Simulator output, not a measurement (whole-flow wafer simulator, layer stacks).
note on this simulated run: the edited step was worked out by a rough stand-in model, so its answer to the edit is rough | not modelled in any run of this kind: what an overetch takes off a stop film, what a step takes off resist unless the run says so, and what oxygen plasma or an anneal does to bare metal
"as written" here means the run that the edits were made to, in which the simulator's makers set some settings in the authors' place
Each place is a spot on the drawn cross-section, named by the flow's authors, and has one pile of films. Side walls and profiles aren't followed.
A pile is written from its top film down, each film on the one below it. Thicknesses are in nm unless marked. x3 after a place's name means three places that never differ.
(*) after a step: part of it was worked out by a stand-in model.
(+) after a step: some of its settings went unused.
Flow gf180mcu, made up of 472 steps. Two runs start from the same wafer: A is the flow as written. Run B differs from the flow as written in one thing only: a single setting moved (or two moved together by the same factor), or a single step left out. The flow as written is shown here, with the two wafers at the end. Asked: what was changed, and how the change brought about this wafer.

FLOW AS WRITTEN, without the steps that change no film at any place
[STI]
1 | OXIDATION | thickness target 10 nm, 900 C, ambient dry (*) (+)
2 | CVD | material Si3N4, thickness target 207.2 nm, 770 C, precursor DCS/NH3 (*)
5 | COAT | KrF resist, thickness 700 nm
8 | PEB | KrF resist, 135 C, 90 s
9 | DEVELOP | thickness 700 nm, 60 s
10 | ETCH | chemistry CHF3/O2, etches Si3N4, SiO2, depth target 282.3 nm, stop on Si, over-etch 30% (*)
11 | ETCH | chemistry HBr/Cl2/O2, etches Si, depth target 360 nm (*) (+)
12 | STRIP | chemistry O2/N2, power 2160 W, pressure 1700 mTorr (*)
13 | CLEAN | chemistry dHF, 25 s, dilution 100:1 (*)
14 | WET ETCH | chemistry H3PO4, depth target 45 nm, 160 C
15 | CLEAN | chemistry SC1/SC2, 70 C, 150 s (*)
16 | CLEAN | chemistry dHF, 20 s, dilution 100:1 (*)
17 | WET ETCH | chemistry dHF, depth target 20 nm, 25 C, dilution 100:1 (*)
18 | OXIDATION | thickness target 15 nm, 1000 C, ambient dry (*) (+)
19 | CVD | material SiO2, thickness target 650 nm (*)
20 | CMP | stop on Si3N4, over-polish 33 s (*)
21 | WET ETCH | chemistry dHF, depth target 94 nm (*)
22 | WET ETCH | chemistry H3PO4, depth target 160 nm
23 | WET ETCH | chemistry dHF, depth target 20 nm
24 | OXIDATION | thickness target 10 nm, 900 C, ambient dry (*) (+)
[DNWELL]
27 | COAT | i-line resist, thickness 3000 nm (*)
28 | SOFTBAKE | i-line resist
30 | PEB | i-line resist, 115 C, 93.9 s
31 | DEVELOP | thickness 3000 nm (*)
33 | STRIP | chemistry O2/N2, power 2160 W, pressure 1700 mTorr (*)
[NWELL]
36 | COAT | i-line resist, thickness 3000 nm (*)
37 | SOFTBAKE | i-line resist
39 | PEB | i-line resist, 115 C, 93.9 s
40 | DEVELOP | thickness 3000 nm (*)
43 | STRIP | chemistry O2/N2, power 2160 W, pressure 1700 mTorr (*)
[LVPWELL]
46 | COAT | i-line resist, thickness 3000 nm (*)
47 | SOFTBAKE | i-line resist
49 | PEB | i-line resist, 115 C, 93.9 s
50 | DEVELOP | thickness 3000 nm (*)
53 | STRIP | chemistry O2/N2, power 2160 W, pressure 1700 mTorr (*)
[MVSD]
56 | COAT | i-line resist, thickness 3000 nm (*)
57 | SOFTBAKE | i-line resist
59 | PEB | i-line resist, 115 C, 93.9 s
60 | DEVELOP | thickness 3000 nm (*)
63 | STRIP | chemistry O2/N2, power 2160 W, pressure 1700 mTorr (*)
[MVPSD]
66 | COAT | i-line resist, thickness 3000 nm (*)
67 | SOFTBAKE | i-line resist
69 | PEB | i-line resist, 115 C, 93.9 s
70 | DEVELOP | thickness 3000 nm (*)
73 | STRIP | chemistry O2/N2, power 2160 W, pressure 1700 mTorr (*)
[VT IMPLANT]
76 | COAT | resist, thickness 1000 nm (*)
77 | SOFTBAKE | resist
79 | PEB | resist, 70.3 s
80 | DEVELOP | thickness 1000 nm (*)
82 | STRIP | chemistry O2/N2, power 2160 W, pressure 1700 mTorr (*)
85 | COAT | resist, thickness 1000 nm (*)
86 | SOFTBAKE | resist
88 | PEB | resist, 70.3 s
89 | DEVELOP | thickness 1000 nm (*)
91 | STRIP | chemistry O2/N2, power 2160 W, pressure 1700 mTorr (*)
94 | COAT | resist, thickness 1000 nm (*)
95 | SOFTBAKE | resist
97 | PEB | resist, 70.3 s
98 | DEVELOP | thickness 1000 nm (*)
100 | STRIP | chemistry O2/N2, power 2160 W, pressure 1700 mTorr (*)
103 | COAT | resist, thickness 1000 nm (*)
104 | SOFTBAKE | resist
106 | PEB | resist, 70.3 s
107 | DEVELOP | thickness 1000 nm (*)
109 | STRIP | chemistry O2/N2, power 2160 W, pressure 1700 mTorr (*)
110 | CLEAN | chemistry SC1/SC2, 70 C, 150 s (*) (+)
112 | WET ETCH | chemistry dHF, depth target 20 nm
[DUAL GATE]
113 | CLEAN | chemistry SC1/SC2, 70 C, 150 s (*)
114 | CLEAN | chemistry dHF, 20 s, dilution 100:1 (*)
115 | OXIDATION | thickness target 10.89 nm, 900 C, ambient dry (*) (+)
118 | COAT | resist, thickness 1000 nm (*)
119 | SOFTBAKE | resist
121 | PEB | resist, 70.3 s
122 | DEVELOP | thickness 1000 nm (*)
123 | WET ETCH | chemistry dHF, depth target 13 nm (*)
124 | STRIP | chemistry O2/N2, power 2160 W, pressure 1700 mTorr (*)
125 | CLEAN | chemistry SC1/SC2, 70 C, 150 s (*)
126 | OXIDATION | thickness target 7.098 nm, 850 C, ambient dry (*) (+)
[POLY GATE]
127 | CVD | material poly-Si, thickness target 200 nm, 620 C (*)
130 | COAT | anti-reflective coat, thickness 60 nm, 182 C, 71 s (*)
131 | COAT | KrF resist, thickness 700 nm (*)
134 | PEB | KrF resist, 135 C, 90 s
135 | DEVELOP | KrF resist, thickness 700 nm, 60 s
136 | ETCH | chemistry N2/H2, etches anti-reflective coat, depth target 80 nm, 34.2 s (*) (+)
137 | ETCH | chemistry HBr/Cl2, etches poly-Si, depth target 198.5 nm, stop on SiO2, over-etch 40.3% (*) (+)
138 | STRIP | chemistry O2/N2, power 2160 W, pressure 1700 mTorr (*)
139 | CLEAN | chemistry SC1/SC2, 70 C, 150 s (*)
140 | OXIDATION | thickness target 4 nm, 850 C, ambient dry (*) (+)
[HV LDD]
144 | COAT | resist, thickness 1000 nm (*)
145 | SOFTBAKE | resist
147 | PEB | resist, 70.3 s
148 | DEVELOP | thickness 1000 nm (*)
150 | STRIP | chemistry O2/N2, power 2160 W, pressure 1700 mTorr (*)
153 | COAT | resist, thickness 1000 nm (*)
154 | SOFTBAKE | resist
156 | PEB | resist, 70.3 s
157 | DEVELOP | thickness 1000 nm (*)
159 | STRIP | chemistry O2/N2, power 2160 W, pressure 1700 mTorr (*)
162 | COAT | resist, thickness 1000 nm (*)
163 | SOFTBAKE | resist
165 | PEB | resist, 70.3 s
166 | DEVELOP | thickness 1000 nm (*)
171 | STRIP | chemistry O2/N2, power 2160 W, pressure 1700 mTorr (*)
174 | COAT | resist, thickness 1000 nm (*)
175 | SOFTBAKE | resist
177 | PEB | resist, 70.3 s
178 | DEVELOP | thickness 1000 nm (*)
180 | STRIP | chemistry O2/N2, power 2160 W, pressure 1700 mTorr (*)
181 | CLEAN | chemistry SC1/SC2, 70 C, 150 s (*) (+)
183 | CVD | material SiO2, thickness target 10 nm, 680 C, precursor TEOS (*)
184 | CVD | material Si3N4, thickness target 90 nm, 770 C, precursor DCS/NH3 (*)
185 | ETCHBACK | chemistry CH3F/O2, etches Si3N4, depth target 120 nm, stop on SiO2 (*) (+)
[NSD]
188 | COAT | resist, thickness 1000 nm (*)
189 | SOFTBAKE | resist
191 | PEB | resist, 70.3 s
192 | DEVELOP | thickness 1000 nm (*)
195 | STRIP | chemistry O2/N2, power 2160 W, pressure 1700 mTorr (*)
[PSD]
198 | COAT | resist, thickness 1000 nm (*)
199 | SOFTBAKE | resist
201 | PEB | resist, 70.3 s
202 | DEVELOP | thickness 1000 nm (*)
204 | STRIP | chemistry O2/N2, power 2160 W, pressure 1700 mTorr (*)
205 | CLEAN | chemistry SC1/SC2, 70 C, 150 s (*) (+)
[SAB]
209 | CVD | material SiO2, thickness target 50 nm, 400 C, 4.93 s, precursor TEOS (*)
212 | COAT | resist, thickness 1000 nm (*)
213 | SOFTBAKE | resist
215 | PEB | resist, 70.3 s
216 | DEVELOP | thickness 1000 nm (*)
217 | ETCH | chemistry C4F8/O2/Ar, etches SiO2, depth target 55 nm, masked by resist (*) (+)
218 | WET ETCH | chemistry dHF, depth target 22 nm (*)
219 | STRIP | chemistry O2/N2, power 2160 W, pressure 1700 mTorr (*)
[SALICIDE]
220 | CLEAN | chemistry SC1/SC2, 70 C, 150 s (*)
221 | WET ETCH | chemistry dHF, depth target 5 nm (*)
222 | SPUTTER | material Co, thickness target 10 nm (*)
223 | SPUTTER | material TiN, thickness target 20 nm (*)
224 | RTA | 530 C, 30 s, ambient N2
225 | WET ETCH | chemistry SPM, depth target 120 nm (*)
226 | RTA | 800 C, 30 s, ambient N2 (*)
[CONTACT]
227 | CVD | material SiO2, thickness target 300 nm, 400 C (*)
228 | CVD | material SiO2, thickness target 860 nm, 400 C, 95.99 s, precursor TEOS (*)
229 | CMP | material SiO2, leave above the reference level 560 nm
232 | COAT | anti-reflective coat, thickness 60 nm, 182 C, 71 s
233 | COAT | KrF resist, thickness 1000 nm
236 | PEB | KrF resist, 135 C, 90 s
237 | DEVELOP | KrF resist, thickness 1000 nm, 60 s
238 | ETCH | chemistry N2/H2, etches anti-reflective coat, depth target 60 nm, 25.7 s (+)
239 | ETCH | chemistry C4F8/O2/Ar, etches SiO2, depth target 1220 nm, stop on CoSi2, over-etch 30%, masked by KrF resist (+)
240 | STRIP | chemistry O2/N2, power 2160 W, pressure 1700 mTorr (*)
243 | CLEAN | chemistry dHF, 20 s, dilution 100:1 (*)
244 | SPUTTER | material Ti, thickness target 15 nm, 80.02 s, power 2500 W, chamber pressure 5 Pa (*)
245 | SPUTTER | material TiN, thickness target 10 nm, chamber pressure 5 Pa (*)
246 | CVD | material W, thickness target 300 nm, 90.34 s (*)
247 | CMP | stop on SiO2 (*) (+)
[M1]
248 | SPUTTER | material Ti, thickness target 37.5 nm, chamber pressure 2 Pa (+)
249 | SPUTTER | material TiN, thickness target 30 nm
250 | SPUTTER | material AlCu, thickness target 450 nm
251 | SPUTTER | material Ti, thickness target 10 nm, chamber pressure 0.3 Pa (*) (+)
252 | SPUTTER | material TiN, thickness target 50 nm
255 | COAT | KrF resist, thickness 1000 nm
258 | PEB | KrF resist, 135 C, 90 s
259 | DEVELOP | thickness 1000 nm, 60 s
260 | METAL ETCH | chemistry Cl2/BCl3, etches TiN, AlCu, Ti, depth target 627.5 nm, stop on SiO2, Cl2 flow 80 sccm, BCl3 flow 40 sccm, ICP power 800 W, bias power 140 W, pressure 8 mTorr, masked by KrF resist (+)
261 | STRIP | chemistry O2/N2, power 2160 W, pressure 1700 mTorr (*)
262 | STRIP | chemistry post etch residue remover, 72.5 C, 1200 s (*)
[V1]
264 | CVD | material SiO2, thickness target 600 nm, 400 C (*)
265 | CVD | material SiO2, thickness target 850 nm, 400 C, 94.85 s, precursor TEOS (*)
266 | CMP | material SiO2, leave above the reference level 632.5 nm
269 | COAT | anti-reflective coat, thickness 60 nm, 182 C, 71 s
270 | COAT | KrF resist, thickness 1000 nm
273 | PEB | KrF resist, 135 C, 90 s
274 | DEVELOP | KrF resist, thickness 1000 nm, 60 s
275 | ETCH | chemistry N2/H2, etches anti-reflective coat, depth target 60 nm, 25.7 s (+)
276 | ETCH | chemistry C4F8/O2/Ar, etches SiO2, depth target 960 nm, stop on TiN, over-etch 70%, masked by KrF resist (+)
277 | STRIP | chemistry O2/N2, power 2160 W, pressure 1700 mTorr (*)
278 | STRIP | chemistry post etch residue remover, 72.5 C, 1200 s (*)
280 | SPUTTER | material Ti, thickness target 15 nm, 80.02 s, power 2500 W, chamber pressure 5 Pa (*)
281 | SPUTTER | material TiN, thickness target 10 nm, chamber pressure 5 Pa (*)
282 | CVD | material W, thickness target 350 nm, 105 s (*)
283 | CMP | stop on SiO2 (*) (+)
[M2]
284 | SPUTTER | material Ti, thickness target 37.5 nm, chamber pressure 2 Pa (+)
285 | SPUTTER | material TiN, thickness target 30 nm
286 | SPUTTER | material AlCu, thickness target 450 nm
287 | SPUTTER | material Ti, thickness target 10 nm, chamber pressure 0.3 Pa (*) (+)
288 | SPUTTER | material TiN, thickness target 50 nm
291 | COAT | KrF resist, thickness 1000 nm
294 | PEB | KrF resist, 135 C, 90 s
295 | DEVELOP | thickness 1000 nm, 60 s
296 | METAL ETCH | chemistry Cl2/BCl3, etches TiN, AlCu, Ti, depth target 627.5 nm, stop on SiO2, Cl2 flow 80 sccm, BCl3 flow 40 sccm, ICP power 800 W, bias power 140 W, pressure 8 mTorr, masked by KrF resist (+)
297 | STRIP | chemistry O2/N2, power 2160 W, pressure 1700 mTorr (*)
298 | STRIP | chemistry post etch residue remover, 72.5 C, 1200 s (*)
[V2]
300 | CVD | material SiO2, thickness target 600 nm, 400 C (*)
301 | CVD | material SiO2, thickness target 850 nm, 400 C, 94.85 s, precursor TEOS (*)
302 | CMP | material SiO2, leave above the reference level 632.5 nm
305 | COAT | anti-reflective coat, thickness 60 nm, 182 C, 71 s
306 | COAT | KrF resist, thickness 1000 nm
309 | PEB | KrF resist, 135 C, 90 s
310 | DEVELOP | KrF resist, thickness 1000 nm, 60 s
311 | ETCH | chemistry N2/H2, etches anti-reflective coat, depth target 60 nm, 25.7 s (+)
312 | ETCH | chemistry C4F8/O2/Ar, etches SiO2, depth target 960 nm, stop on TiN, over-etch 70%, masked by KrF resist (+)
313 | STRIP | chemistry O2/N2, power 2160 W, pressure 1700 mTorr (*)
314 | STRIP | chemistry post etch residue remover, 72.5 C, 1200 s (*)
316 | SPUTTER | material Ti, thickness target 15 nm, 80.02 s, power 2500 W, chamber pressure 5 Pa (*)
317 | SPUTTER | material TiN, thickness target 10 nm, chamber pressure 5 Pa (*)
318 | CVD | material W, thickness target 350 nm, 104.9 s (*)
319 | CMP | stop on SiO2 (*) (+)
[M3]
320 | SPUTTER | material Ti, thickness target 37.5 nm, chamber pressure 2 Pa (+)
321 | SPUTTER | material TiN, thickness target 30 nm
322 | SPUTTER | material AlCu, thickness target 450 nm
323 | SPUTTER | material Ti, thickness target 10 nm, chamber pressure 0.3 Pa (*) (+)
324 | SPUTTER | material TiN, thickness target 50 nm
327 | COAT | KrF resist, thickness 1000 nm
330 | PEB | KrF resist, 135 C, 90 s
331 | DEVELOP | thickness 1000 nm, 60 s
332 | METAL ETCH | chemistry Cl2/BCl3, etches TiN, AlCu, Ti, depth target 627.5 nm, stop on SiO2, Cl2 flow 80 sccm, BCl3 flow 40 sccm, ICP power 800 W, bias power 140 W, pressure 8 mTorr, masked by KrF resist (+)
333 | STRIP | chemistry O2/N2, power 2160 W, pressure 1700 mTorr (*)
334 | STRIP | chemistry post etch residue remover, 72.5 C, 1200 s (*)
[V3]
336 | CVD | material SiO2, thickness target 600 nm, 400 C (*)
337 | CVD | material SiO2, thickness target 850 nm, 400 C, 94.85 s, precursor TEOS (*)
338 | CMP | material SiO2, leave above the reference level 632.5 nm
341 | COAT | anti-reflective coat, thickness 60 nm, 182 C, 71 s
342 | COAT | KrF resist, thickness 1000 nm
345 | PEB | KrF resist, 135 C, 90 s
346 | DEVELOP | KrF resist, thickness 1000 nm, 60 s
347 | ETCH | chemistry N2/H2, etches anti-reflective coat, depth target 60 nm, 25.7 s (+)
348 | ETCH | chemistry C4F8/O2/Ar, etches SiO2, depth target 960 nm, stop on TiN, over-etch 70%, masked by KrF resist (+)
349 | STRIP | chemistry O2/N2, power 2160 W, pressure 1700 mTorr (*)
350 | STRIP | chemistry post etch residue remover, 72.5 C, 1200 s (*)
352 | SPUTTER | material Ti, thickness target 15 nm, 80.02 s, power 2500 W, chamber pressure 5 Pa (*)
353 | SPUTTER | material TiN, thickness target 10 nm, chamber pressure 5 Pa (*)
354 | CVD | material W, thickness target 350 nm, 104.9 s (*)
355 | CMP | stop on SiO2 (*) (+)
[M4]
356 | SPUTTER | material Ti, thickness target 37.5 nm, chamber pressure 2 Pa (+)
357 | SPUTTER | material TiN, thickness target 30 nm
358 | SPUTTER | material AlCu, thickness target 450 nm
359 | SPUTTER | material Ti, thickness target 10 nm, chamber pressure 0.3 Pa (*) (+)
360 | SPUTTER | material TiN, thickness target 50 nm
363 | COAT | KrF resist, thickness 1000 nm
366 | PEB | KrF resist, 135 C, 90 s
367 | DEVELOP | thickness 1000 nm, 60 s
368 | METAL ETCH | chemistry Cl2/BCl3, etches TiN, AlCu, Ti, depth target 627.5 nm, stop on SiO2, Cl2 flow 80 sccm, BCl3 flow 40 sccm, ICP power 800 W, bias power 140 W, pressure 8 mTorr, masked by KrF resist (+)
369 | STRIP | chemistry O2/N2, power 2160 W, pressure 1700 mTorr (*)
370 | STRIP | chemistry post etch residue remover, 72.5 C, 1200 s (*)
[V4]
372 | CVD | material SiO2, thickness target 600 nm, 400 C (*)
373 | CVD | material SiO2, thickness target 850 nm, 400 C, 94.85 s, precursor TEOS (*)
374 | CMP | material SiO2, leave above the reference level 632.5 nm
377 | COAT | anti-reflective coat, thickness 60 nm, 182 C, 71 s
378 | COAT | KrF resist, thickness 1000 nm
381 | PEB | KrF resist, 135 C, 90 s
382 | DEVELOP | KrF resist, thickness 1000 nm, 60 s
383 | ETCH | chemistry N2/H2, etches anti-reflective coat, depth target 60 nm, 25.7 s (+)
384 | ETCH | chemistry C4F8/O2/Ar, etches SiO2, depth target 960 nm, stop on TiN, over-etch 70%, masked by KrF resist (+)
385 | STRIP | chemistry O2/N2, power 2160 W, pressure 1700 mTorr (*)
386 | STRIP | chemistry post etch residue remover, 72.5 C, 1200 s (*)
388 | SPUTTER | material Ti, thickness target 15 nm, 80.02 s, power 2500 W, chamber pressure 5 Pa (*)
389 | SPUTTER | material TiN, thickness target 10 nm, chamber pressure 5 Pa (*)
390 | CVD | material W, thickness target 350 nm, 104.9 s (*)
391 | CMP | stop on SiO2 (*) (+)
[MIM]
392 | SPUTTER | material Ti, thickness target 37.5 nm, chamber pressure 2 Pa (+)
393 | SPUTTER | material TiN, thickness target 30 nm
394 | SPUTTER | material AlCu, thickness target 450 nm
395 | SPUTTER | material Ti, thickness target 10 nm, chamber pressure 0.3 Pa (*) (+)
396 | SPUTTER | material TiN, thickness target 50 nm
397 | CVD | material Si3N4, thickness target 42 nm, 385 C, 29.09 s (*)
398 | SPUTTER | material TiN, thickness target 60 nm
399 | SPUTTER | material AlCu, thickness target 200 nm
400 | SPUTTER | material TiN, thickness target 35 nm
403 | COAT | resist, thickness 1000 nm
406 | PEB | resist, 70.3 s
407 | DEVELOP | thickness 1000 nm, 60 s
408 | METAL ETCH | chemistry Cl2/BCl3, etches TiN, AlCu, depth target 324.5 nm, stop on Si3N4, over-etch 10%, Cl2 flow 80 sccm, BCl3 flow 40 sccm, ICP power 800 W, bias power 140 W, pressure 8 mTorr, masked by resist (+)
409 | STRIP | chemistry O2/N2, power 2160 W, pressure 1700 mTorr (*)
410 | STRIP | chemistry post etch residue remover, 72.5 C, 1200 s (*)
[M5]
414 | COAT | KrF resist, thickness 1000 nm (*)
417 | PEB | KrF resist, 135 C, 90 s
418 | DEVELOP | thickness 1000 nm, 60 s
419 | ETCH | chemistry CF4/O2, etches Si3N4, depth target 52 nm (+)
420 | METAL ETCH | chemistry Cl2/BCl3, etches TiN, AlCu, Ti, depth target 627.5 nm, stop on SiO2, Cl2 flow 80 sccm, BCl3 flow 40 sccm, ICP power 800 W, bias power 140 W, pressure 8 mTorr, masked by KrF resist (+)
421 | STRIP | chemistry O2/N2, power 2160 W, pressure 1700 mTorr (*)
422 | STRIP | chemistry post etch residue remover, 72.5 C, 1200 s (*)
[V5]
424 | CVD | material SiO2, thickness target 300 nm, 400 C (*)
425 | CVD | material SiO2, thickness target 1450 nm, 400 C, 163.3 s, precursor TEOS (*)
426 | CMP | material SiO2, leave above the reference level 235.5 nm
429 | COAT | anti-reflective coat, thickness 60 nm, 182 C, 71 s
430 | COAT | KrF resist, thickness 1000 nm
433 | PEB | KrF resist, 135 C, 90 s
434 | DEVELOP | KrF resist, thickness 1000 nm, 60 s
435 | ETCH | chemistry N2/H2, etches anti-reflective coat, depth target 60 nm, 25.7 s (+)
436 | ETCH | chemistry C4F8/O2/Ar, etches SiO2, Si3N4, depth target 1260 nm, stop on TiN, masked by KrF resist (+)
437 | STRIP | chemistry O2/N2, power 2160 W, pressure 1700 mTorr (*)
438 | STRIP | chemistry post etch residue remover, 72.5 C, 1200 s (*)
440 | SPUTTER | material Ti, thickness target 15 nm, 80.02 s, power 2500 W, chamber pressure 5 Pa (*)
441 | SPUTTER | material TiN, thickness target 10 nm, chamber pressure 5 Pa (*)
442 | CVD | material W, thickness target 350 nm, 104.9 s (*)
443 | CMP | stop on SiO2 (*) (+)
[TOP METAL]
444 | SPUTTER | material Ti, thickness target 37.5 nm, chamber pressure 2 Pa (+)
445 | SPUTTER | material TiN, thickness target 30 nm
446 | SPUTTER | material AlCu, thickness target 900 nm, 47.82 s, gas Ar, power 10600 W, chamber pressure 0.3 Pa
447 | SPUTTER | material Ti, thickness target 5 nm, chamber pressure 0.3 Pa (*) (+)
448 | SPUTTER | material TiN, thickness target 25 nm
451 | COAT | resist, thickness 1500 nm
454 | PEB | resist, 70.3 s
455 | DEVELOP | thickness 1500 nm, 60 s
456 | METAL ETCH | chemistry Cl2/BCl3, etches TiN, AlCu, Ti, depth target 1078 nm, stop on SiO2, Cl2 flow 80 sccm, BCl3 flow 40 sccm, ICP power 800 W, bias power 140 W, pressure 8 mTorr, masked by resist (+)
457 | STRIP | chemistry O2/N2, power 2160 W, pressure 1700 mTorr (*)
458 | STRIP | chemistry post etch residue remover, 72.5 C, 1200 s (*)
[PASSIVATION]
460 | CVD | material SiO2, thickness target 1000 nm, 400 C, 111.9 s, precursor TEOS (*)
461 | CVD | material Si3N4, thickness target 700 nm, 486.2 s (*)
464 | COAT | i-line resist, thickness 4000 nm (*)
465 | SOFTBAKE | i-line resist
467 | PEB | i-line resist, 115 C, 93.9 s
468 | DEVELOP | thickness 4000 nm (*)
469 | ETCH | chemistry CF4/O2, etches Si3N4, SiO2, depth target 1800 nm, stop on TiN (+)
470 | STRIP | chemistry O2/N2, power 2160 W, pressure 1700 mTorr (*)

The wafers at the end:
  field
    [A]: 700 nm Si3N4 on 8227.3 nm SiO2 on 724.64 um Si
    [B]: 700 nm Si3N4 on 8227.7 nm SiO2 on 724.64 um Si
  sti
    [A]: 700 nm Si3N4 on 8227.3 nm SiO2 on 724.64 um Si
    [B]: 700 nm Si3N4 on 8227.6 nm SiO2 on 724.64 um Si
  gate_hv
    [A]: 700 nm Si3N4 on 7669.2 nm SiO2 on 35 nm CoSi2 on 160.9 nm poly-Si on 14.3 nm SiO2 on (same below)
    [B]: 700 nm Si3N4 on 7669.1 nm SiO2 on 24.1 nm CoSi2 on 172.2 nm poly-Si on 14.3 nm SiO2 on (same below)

What caused this: step 222, SPUTTER: thickness target 6.9 nm was run, whereas the flow has thickness target 10 nm.

The path from the change to this, step by step:
  222 | SPUTTER | material Co, thickness target 10 nm (*)
      field, field__w7, field__w8 and 71 more: A Co gains 10 (new film) | B Co gains 6.9 (new film)
      field__w2, mim: A Co gains 8.65 (new film) | B Co gains 5.97 (new film)
      (as well as at 35 more places)
  224 | RTA | 530 C, 30 s, ambient N2
      gate, gate_hv, gate_p and 22 more: A under 1 film: CoSi gains 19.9 (new film), Co loses 10 (all of it), poly-Si loses 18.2 | B under 1 film: CoSi gains 13.7 (new film), Co loses 6.9 (all of it), poly-Si loses 12.6
      active, p_well, sd_n and 11 more: A under 1 film: CoSi gains 19.9 (new film), Co loses 10 (all of it), Si loses 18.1 | B under 1 film: CoSi gains 13.7 (new film), Co loses 6.9 (all of it), Si loses 12.5
      (as well as at 10 more places)
  225 | WET ETCH | chemistry SPM, depth target 120 nm (*)
      field, field__w7, field__w8 and 32 more: A TiN loses 20 (all of it), Co loses 10 (all of it) | B TiN loses 20 (all of it), Co loses 6.9 (all of it)
      field_sub__w3, nw_enc_fld_lv__w4: A TiN loses 19.8 (all of it), Co loses 9.91 (all of it) | B TiN loses 19.8 (all of it), Co loses 6.84 (all of it)
      (as well as at 25 more places)
  226 | RTA | 800 C, 30 s, ambient N2 (*)
      gate, gate_hv, gate_p and 22 more: A CoSi2 gains 35 (new film), CoSi loses 19.9 (all of it), poly-Si loses 18.2 | B CoSi2 gains 24.1 (new film), CoSi loses 13.7 (all of it), poly-Si loses 12.6
      active, p_well, sd_n and 11 more: A CoSi2 gains 35 (new film), CoSi loses 19.9 (all of it), Si loses 18.1 | B CoSi2 gains 24.1 (new film), CoSi loses 13.7 (all of it), Si loses 12.5
      (as well as at 10 more places)
